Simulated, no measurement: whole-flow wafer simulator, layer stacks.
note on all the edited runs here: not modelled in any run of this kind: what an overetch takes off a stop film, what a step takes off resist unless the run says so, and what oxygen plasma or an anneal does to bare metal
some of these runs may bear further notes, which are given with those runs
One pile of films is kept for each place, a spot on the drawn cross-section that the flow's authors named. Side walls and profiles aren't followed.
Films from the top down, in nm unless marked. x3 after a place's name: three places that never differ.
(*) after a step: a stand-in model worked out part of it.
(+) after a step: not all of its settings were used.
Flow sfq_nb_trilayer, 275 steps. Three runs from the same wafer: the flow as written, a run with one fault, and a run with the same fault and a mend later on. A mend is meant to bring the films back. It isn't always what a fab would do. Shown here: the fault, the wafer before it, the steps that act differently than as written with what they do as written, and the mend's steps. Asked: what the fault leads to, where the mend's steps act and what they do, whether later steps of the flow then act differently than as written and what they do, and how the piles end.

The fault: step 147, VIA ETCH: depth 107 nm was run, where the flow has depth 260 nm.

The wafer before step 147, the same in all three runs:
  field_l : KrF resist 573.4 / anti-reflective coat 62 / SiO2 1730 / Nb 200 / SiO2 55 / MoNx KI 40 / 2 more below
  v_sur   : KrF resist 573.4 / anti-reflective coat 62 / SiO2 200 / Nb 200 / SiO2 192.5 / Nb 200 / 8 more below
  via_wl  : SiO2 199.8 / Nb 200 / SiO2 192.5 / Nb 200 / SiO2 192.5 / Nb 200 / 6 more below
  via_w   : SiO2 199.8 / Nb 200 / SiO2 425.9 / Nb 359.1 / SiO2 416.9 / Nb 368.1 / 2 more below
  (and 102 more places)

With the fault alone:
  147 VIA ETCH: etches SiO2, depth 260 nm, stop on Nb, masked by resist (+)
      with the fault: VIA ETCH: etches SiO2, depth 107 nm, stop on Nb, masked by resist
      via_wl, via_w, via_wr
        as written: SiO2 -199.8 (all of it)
        with the fault: SiO2 -107
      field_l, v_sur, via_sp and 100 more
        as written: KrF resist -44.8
        with the fault: KrF resist -18.4
  Later steps of the flow that act differently than as written (4 more steps differ only slightly, by at most 2% or 0.5 nm, whichever is larger, and aren't shown):
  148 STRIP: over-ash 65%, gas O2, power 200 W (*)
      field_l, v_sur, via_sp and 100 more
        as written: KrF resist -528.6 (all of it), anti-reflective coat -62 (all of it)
        with the fault: KrF resist -555 (all of it), anti-reflective coat -62 (all of it)
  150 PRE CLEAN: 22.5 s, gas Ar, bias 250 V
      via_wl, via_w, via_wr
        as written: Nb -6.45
        with the fault: SiO2 -7.5
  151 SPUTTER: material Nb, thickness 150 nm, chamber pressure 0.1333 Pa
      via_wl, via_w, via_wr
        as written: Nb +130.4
        with the fault: Nb +141.2 (new film)
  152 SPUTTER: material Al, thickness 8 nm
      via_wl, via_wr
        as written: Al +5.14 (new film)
        with the fault: Al +6.23 (new film)
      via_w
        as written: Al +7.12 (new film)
        with the fault: Al +7.85 (new film)
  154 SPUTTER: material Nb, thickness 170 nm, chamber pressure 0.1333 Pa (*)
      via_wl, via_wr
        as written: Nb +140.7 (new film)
        with the fault: Nb +128 (new film)
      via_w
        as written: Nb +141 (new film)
        with the fault: Nb +167.4 (new film)
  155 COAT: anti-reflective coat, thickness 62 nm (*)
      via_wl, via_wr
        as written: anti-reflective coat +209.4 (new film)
        with the fault: anti-reflective coat +169.1 (new film)
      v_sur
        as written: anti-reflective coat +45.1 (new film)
        with the fault: anti-reflective coat +49.7 (new film)
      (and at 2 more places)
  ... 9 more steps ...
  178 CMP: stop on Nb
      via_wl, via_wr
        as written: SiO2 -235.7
        with the fault: SiO2 -338
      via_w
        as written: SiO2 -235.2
        with the fault: SiO2 -337.6
  At the end the piles differ from the flow's by more than 2% or 0.5 nm, whichever is larger, at via_wl, via_w, via_wr.
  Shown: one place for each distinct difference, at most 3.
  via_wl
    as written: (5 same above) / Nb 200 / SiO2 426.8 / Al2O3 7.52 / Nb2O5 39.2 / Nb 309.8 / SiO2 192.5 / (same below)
    with the fault: (5 same above) / Nb 200 / SiO2 324.5 / Al2O3 9.32 / Nb2O5 36 / Nb 128.2 / SiO2 85.3 / Nb 200 / SiO2 192.5 / (same below)
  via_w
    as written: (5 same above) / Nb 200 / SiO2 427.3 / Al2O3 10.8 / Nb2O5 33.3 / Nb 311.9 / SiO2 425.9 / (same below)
    with the fault: (5 same above) / Nb 200 / SiO2 324.9 / Al2O3 12.4 / Nb2O5 30.5 / Nb 130.2 / SiO2 85.3 / Nb 200 / SiO2 425.9 / (same below)

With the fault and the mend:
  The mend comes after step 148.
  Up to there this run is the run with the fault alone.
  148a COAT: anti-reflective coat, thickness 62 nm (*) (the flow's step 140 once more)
      p4_fl x3, p4_w1 x9, p4_g1 x2 and 63 more
        anti-reflective coat +62 (new film)
      c5j, ce_r, sp_r and 13 more
        anti-reflective coat +61.9 (new film)
      be, be_sur, gap, jj_sur, ce_l
        anti-reflective coat +61.8 (new film)
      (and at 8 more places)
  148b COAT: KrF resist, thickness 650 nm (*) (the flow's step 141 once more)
      p4_fl x3, p4_w1 x9, p4_g1 x2 and 63 more
        KrF resist +650 (new film)
      res, r_end, moat, field_r, l0_sur, l0v
        KrF resist +649.5 (new film)
      lsp_l, ln_m5, lsp_m, ln_m6, lsp_r
        KrF resist +649.6 (new film)
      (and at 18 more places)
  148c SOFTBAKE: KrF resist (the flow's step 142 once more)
      changes no film at any place that is followed
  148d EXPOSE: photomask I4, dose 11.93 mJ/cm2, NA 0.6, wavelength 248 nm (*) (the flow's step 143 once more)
      changes no film at any place that is followed
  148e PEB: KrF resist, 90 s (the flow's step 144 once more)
      gap, jj_sur, ce_l and 93 more
        KrF resist -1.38
      via_sp, via_v, wire, be, be_sur
        KrF resist -1.37
      via_wl, via_wr
        KrF resist -1.48
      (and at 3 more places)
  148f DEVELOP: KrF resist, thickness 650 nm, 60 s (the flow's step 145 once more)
      field_l, v_sur, via_sp and 100 more
        KrF resist -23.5
      via_wl
        KrF resist -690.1 (all of it)
      via_w
        KrF resist -712.7 (all of it)
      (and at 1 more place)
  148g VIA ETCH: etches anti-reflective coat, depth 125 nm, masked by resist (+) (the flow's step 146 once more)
      field_l, v_sur, via_sp and 100 more
        KrF resist -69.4
      via_wl
        anti-reflective coat -107.3 (all of it)
      via_w
        anti-reflective coat -81.6 (all of it), SiO2 -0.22
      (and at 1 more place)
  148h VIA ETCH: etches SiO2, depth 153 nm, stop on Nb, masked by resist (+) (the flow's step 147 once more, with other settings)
      field_l, v_sur, via_sp and 100 more
        KrF resist -24
      via_wl, via_wr
        SiO2 -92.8 (all of it)
      via_w
        SiO2 -92.6 (all of it)
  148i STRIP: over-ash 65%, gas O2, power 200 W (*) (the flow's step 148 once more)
      p4_fl x3, p4_w1 x9, p4_g1 x2 and 63 more
        KrF resist -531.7 (all of it), anti-reflective coat -62 (all of it)
      r_end, moat, field_r, lsp_l, ln_m5, lsp_r, l0_sur, l0v
        KrF resist -531.2 (all of it), anti-reflective coat -61.9 (all of it)
      c5j, ce_r, sp_r
        KrF resist -531 (all of it), anti-reflective coat -61.9 (all of it)
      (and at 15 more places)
  No later step of the flow acts differently than as written, at any place that is followed, by more than 2% or 0.5 nm, whichever is larger.
  At the end the piles are the same as the flow's at every place that both follow.
